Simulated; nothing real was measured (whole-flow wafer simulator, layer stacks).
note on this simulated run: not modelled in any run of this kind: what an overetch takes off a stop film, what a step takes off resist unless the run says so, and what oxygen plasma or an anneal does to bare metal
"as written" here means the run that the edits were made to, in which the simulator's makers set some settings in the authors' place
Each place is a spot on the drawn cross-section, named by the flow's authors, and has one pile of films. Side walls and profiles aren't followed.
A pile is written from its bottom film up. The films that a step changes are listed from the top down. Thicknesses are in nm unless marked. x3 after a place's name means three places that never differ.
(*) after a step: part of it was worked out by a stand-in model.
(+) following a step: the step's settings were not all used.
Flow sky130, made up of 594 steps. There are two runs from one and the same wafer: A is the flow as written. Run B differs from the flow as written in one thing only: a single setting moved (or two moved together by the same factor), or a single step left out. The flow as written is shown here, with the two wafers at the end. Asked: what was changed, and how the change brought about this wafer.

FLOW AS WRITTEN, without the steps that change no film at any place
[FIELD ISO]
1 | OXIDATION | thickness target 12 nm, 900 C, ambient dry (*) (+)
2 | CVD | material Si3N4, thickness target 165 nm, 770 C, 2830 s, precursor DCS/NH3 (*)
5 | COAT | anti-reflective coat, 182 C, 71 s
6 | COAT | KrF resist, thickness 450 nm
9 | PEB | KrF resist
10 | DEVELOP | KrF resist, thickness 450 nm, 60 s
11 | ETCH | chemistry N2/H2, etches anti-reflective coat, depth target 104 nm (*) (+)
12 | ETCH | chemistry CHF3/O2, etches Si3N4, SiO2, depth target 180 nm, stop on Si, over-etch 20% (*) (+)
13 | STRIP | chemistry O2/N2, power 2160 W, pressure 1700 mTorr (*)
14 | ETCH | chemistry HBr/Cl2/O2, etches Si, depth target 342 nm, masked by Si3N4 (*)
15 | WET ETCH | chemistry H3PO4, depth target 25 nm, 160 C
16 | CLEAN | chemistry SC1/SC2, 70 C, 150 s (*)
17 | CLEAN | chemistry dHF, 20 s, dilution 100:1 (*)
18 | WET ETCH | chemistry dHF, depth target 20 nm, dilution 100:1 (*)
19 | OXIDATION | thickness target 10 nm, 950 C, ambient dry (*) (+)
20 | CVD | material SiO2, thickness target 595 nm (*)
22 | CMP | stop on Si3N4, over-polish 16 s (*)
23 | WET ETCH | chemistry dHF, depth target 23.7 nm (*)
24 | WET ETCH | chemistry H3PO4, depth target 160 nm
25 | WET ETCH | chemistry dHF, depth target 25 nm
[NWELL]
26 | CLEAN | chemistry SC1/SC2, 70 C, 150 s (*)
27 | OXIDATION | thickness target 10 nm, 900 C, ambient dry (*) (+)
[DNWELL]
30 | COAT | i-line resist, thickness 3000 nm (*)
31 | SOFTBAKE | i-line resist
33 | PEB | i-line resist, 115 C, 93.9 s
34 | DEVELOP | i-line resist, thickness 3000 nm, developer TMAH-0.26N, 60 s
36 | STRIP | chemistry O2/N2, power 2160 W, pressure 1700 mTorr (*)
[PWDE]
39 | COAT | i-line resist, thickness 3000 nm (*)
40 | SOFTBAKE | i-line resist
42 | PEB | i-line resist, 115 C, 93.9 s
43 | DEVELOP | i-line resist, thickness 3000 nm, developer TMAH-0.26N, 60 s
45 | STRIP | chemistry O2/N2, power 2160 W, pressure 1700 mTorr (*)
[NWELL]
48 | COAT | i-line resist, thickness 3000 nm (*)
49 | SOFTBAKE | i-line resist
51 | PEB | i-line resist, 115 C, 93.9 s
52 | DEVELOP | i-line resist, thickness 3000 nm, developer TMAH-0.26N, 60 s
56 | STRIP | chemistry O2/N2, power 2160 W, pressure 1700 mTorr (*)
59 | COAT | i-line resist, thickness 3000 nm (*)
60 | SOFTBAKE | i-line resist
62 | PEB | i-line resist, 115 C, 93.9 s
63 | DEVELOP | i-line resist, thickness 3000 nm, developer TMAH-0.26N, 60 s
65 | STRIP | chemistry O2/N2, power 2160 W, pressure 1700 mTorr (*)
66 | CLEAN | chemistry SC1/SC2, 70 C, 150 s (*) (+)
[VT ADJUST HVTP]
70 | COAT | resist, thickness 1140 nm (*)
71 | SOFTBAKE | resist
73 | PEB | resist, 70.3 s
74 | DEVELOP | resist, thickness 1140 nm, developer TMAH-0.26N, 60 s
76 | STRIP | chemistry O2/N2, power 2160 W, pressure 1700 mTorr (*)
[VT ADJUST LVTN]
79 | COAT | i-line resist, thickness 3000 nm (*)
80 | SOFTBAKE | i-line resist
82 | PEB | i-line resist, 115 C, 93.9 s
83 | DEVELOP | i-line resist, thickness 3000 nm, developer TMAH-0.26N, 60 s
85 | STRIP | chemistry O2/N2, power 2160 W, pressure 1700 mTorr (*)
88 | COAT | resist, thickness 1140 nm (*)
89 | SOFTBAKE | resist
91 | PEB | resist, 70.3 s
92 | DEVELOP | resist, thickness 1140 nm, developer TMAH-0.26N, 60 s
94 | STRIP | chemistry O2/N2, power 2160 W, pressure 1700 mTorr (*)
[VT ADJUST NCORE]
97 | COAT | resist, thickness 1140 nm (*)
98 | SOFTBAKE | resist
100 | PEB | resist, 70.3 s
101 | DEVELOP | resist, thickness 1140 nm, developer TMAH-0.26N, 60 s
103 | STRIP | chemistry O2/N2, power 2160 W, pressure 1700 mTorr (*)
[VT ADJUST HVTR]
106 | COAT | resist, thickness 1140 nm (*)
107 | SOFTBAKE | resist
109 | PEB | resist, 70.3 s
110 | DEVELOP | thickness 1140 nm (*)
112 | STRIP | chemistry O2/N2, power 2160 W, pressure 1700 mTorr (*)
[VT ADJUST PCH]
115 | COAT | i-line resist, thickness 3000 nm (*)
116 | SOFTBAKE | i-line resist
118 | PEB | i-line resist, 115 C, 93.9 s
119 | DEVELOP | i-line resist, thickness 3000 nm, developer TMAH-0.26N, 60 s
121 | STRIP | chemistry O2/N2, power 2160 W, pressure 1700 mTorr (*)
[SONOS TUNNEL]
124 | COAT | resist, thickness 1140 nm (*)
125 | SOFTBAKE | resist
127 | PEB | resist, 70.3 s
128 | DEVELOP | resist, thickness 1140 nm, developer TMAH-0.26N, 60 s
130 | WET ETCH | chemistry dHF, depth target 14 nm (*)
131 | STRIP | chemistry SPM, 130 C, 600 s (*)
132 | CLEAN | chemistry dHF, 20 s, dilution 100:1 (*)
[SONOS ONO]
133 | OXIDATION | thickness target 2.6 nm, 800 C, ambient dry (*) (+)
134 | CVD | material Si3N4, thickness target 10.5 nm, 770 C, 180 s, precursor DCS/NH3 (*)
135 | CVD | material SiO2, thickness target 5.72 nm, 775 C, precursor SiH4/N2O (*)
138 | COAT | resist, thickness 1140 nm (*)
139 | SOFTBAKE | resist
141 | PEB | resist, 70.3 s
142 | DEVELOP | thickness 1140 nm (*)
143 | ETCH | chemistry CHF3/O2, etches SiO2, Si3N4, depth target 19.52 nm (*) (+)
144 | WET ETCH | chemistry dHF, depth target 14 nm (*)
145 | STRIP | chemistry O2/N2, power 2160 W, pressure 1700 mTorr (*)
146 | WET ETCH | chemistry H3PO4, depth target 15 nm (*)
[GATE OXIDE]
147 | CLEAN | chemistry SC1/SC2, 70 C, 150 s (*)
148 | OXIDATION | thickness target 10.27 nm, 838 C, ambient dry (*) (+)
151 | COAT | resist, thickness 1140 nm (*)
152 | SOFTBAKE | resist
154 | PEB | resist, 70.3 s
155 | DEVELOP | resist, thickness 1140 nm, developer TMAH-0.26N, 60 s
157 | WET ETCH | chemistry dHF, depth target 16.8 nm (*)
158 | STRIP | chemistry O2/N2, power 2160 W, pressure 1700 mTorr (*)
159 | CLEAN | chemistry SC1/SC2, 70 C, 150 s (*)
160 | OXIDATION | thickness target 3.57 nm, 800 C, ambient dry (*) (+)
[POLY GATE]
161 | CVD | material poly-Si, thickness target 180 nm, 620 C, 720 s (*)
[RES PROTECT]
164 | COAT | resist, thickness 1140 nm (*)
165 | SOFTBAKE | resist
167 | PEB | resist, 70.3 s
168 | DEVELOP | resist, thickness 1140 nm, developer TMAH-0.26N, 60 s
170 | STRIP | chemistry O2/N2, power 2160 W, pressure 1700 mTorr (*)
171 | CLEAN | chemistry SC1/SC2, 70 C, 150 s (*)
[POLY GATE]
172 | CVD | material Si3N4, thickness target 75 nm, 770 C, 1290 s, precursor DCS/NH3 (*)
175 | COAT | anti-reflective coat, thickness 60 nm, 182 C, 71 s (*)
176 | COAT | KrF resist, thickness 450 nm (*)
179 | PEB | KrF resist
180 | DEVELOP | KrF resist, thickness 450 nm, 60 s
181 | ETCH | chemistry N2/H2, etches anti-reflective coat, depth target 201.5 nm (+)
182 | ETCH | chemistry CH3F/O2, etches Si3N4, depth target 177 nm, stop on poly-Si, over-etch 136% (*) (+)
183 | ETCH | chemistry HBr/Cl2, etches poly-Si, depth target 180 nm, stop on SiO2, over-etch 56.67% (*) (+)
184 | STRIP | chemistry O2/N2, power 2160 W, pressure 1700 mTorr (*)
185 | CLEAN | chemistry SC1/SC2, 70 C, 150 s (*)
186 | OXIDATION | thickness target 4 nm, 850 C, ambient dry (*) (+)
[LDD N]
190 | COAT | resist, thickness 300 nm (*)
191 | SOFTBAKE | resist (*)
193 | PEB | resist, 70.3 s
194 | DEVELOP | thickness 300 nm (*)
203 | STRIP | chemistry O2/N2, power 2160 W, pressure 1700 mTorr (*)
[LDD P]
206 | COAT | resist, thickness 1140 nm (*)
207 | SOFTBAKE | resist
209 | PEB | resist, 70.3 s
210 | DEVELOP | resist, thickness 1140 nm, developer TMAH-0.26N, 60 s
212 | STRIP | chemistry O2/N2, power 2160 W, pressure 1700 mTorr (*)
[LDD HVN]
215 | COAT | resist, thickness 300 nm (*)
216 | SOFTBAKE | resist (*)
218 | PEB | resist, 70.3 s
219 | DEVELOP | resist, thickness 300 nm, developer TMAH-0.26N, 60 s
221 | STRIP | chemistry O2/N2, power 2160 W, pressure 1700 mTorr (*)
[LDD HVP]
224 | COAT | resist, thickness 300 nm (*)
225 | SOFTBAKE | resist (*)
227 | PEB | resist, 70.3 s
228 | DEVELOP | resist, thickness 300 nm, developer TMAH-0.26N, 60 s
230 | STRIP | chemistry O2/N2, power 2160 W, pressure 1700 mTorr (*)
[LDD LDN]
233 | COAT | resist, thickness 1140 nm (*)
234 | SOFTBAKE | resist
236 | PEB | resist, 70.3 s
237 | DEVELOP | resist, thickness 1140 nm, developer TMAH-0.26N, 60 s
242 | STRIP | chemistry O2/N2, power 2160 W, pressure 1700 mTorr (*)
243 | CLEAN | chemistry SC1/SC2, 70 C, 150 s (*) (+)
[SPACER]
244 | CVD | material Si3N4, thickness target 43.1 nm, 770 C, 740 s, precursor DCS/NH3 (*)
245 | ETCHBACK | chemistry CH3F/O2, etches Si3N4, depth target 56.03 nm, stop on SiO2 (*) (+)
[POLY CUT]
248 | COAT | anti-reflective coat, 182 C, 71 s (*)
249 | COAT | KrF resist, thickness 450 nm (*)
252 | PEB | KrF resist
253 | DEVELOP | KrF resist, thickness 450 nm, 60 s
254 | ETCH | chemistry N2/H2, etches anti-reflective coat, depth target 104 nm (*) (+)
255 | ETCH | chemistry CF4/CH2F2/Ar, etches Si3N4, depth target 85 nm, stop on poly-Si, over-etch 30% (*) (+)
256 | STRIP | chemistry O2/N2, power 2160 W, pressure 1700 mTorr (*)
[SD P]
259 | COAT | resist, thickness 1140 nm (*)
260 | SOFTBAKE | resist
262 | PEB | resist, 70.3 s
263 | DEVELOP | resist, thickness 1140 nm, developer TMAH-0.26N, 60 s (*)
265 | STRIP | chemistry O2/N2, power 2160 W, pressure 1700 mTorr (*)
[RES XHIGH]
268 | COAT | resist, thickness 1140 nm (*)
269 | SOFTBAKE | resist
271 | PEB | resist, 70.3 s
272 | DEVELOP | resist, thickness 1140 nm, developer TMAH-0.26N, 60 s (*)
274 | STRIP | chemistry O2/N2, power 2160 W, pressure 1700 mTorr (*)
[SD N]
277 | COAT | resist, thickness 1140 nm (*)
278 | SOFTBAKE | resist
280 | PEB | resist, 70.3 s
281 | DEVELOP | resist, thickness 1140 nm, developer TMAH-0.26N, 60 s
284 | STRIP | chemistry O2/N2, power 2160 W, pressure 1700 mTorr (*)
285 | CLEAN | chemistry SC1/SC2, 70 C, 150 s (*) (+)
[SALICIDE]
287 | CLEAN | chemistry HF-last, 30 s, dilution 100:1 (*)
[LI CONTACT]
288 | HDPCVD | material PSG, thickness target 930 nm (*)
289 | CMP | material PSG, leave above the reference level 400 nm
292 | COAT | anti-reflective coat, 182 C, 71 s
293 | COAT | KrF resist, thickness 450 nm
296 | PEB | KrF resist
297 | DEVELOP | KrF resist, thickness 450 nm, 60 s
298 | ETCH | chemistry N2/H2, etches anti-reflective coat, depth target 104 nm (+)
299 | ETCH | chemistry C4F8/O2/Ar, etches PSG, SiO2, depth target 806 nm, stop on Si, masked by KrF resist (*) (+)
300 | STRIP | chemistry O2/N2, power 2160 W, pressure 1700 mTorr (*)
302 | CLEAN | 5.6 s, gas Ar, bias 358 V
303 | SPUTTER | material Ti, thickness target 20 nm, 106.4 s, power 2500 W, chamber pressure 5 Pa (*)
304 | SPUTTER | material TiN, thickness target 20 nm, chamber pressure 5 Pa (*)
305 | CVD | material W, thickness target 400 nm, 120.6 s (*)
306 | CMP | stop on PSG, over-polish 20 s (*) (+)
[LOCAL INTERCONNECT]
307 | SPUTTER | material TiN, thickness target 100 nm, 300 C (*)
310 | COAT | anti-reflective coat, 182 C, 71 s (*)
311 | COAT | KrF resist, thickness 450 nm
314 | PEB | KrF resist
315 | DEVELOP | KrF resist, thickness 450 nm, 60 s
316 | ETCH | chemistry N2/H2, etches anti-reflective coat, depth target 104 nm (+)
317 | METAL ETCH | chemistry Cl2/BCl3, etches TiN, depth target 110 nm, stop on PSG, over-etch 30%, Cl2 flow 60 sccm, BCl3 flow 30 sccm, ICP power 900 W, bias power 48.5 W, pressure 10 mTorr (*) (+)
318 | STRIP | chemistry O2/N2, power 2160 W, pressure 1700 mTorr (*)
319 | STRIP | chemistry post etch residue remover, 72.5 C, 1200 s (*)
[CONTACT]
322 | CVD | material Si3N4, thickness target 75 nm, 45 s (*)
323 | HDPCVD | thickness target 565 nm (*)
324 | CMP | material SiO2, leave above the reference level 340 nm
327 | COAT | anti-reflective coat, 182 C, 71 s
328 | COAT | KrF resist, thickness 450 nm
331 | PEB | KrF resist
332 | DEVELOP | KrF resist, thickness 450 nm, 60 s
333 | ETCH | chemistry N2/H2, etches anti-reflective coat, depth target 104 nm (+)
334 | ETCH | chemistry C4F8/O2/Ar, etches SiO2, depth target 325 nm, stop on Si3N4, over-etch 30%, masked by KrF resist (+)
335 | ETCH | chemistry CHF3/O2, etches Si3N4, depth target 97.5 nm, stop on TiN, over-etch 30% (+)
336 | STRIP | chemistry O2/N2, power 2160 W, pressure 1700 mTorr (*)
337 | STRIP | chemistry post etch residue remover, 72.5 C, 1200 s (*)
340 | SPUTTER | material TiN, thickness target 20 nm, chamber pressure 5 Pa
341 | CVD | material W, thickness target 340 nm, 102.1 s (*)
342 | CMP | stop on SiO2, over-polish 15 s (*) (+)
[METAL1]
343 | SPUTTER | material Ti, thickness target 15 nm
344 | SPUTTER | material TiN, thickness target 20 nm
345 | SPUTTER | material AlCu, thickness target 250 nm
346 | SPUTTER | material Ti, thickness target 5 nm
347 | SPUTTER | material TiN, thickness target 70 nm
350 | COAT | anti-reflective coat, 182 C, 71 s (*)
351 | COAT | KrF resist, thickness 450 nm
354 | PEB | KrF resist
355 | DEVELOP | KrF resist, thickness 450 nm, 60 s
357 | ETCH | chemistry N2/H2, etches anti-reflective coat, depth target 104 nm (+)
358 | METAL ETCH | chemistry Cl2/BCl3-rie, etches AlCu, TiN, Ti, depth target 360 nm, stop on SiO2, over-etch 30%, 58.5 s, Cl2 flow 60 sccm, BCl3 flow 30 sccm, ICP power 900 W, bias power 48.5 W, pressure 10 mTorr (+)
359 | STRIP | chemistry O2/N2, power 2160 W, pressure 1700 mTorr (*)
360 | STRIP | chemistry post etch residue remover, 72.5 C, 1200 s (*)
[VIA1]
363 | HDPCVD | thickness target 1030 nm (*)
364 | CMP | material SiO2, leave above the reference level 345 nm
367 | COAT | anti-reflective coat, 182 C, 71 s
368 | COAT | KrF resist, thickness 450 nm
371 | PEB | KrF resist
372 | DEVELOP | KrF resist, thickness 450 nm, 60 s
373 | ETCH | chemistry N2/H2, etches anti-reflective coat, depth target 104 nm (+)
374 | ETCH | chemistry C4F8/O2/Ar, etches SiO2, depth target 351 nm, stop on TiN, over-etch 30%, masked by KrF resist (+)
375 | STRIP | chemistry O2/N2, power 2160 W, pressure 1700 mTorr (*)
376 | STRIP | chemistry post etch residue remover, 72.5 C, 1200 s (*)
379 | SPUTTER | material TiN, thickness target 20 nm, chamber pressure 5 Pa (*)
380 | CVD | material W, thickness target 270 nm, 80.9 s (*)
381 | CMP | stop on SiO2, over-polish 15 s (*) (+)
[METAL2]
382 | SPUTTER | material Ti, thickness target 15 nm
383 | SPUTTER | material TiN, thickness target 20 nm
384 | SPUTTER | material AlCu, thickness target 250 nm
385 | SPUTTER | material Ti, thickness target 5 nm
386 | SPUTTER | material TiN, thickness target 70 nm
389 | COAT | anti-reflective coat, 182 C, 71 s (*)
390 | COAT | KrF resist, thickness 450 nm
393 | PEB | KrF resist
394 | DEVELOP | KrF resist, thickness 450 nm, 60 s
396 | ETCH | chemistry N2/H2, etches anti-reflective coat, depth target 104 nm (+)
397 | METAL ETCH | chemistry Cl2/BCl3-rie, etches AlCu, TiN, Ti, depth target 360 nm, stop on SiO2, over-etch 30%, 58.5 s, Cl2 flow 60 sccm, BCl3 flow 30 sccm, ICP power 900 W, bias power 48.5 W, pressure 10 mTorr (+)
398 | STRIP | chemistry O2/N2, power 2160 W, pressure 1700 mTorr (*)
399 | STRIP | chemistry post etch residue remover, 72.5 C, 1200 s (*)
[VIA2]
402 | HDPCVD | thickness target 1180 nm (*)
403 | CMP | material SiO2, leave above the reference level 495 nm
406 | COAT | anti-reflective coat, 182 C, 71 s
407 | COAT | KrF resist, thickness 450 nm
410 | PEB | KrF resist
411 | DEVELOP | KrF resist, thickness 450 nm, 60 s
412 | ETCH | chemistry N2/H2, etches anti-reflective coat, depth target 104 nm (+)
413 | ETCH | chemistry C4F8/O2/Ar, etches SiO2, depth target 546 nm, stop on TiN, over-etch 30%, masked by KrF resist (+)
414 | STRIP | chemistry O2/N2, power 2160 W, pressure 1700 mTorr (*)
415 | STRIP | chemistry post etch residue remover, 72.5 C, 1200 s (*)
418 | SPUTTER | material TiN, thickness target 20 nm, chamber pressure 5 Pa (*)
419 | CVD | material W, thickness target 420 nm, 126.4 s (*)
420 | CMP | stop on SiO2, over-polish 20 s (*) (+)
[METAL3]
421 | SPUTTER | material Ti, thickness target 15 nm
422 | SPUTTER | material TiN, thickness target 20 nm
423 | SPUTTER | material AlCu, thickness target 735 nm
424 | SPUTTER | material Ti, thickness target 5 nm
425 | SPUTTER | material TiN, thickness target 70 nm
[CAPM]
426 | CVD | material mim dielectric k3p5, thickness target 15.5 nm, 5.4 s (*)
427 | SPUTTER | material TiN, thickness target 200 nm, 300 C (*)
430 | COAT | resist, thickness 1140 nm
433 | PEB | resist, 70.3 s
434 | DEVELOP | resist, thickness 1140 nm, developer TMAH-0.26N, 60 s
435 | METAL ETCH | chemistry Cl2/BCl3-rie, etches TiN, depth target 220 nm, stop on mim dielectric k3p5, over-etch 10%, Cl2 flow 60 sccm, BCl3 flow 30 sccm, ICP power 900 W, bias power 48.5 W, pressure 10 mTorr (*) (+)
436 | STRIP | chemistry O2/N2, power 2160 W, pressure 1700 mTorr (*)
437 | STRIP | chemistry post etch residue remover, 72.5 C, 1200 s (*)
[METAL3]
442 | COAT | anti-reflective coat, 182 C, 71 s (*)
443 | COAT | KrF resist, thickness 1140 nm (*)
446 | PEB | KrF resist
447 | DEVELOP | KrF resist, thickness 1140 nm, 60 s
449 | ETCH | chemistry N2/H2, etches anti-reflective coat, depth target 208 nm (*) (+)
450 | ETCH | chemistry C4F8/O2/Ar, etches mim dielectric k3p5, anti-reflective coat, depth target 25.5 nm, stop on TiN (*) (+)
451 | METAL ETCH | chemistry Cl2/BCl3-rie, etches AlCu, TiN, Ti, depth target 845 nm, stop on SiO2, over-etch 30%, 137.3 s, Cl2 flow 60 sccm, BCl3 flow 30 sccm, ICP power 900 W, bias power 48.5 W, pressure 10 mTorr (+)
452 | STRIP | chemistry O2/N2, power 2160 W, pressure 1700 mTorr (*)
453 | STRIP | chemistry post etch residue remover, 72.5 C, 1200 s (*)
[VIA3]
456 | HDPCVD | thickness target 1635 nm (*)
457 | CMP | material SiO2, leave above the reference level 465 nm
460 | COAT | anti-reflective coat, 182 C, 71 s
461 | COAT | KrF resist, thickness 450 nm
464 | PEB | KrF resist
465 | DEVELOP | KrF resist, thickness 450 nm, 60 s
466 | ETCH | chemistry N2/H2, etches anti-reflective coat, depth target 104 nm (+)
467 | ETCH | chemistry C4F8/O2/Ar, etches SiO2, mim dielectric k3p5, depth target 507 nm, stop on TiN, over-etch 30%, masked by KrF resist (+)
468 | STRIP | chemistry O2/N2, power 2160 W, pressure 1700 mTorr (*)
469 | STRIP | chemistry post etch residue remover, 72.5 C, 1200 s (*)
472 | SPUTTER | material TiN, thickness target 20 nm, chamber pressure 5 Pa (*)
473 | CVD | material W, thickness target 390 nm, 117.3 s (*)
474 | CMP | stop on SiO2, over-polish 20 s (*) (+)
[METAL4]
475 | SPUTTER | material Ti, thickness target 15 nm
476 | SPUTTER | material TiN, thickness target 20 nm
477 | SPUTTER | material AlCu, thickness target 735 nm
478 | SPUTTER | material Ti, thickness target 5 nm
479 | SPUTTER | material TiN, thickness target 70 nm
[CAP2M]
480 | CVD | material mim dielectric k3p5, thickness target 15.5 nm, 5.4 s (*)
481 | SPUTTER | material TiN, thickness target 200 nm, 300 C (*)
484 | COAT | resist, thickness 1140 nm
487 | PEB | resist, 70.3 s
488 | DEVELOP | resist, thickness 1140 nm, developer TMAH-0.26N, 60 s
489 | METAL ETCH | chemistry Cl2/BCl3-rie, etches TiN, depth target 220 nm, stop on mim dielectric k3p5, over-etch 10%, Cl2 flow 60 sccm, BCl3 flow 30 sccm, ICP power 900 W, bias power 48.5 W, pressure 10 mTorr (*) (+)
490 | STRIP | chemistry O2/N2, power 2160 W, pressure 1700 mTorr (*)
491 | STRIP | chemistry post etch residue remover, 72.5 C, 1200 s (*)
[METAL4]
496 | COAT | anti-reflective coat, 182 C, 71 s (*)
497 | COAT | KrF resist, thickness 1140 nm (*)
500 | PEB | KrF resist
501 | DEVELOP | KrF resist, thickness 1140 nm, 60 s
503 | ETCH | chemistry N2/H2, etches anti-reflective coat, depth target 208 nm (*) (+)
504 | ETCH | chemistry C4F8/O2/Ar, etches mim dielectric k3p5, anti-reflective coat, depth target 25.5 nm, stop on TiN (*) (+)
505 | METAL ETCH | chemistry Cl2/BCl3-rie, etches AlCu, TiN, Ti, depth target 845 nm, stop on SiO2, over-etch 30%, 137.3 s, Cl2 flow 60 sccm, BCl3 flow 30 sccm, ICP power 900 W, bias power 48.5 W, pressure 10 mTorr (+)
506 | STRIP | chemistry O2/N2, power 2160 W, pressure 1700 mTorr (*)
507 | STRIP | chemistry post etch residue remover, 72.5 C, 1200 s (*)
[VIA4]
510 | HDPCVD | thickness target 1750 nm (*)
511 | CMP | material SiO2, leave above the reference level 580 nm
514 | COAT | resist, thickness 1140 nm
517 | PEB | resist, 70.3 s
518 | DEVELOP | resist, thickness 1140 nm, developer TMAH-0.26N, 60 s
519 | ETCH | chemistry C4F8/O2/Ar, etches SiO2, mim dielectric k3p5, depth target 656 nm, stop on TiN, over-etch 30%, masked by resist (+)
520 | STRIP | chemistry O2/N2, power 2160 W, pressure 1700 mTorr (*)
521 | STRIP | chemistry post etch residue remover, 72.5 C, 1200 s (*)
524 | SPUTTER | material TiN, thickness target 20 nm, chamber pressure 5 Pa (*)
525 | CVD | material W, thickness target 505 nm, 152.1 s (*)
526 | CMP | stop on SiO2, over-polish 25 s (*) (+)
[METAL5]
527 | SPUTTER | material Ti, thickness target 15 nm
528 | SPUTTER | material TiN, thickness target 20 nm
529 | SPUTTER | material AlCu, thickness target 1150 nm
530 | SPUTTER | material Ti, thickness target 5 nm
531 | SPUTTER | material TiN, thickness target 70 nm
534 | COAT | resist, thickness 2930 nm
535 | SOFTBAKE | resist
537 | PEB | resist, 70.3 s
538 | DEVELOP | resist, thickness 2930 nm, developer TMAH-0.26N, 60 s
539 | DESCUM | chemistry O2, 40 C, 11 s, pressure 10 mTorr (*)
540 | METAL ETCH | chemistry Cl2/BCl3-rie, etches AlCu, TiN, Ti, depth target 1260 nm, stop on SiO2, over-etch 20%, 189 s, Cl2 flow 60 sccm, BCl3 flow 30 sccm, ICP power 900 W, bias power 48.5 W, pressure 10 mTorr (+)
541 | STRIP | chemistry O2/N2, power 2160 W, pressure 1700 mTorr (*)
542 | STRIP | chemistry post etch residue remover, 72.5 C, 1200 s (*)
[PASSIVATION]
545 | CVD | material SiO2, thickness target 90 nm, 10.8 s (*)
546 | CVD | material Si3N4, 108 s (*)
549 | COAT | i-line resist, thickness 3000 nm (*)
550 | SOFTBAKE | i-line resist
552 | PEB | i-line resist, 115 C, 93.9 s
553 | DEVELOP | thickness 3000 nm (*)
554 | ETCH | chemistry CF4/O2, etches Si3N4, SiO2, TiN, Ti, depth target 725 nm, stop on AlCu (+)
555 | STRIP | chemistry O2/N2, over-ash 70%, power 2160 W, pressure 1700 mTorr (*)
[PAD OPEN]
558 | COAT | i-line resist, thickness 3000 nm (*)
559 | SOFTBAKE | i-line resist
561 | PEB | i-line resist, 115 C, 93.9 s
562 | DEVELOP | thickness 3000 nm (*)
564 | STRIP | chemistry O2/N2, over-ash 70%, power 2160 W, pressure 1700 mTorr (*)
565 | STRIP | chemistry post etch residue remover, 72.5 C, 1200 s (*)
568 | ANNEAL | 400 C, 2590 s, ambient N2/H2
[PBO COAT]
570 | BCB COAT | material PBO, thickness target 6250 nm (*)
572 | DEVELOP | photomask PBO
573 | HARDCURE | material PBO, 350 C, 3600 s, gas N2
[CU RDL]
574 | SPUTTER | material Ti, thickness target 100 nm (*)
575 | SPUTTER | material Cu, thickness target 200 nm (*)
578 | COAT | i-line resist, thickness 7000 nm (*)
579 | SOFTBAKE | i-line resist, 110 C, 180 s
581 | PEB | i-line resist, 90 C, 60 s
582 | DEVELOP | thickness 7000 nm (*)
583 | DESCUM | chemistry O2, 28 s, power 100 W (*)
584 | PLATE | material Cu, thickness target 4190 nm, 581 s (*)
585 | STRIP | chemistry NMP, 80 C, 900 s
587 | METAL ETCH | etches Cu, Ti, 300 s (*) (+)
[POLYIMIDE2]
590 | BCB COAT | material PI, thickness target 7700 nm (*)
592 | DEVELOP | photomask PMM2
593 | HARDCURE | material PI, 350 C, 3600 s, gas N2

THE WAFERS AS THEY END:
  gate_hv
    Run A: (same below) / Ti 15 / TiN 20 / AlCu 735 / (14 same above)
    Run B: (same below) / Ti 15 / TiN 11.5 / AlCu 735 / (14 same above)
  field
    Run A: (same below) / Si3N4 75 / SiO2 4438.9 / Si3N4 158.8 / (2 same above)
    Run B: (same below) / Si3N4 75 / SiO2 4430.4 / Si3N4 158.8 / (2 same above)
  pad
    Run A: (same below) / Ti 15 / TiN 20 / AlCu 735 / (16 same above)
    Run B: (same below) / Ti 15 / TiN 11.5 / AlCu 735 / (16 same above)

The reason: step 422, SPUTTER: thickness target 11.5 nm was run, though the flow has thickness target 20 nm.
The wafer lets one read it off: gate_hv has TiN 11.5, and step 422 as written asks for 20 nm.

How this came from the change, step by step:
  422 | SPUTTER | material TiN, thickness target 20 nm
      field, active, n_well and 188 more: A TiN gains 20 (new film) | B TiN gains 11.5 (new film)
  451 | METAL ETCH | chemistry Cl2/BCl3-rie, etches AlCu, TiN, Ti, depth target 845 nm, stop on SiO2, over-etch 30%, 137.3 s, Cl2 flow 60 sccm, BCl3 flow 30 sccm, ICP power 900 W, bias power 48.5 W, pressure 10 mTorr (+)
      field, gate, spacer and 68 more: A TiN loses 70 (all of it), Ti loses 5 (all of it), AlCu loses 735 (all of it), TiN loses 20 (all of it), Ti loses 15 (all of it), SiO2 loses 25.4 | B TiN loses 70 (all of it), Ti loses 5 (all of it), AlCu loses 735 (all of it), TiN loses 11.5 (all of it), Ti loses 15 (all of it), SiO2 loses 26.2
      active, vpp_ln, vpp_iso2 and 11 more: A TiN loses 70 (all of it), Ti loses 5 (all of it), AlCu loses 735 (all of it), TiN loses 20 (all of it), Ti loses 15 (all of it), SiO2 loses 25.3 | B TiN loses 70 (all of it), Ti loses 5 (all of it), AlCu loses 735 (all of it), TiN loses 11.5 (all of it), Ti loses 15 (all of it), SiO2 loses 26.2
